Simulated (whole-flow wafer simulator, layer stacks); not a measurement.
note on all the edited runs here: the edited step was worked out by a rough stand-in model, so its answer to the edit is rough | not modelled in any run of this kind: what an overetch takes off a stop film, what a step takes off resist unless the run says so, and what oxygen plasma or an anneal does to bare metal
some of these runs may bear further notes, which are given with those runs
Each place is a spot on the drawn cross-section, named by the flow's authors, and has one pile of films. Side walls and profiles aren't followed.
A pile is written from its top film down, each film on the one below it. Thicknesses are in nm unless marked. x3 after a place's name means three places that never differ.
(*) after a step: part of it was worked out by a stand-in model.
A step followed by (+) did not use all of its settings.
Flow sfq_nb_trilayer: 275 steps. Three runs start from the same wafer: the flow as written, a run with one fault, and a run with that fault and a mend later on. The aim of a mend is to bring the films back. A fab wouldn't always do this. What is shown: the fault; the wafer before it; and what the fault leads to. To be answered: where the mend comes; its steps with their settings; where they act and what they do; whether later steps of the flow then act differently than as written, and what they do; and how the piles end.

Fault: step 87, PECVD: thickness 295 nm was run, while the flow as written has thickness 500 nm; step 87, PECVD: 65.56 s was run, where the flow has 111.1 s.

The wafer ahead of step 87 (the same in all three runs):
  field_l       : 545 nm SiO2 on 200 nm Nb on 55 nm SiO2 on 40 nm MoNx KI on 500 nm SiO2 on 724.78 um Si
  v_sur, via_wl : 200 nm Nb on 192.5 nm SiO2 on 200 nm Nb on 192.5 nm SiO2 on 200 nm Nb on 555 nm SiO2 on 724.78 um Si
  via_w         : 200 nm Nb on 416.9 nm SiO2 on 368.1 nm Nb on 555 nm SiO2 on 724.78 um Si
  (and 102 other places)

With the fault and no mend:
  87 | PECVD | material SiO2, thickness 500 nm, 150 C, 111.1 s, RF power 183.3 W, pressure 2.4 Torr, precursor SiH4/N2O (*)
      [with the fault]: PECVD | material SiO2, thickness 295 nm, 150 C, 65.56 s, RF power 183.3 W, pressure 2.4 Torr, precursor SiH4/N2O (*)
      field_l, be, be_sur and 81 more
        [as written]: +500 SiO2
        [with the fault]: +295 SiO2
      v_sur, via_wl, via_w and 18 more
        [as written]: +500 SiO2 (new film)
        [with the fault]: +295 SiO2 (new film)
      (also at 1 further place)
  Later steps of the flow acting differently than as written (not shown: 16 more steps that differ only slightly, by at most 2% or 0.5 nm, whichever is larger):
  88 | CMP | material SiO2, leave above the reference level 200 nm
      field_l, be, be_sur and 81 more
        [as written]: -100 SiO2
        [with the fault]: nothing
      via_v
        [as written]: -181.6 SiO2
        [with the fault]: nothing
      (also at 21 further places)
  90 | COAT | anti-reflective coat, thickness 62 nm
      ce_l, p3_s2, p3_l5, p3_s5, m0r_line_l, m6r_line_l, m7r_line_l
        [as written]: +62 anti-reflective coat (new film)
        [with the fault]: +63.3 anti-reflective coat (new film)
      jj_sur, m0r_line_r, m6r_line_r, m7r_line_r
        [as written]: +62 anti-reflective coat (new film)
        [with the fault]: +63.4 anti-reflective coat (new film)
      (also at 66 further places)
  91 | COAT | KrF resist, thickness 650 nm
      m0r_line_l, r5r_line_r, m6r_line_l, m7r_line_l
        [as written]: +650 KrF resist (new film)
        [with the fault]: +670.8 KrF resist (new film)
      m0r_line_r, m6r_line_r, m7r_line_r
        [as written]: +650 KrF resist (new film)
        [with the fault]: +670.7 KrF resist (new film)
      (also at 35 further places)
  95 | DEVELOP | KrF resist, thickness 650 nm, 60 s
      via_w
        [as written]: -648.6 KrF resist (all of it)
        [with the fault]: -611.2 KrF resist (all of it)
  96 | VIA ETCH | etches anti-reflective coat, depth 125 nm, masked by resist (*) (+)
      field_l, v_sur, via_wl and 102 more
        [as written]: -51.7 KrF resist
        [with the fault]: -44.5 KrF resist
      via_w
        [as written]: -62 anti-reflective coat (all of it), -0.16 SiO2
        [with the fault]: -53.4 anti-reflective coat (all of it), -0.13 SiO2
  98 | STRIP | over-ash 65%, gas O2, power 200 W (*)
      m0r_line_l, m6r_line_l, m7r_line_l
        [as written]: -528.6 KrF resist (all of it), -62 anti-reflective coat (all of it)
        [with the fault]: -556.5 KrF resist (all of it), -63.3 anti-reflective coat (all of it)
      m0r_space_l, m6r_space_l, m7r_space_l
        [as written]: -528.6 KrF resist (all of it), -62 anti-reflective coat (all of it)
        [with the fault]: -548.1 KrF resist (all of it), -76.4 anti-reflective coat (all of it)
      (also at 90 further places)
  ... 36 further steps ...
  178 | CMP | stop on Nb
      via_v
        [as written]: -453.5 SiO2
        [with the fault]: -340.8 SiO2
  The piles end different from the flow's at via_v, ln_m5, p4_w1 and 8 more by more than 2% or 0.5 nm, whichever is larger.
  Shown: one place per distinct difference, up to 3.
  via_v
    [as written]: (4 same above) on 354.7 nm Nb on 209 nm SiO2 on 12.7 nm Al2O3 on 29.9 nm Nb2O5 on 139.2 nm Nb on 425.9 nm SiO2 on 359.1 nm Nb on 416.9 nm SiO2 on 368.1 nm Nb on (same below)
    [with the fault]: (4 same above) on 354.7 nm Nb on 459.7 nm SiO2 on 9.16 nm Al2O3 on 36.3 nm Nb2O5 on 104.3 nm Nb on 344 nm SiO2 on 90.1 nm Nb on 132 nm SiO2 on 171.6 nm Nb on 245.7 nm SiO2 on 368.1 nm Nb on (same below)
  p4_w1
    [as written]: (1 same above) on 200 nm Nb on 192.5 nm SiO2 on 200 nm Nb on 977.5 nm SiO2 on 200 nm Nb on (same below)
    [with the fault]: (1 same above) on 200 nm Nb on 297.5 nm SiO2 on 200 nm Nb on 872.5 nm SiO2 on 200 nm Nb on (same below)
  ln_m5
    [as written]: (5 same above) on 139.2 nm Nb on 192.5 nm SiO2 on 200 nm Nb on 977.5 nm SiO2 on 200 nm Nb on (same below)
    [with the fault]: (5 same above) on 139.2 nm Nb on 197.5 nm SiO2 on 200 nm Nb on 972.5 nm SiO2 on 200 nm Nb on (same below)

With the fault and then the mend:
  The mend follows step 87.
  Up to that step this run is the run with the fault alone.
  87a | PECVD | material SiO2, thickness 205 nm, 150 C, 45.56 s, RF power 183.3 W, pressure 2.4 Torr, precursor SiH4/N2O (*) (the flow's step 87 again, with other settings)
      field_l, v_sur, via_wl and 102 more
        +205 SiO2
      via_v
        +182.7 SiO2
  Later steps of the flow acting differently than as written:
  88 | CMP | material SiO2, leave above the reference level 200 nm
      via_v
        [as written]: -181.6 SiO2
        [with the mend]: -11.5 SiO2
  At every place that both follow, the piles at the end match the flow's.
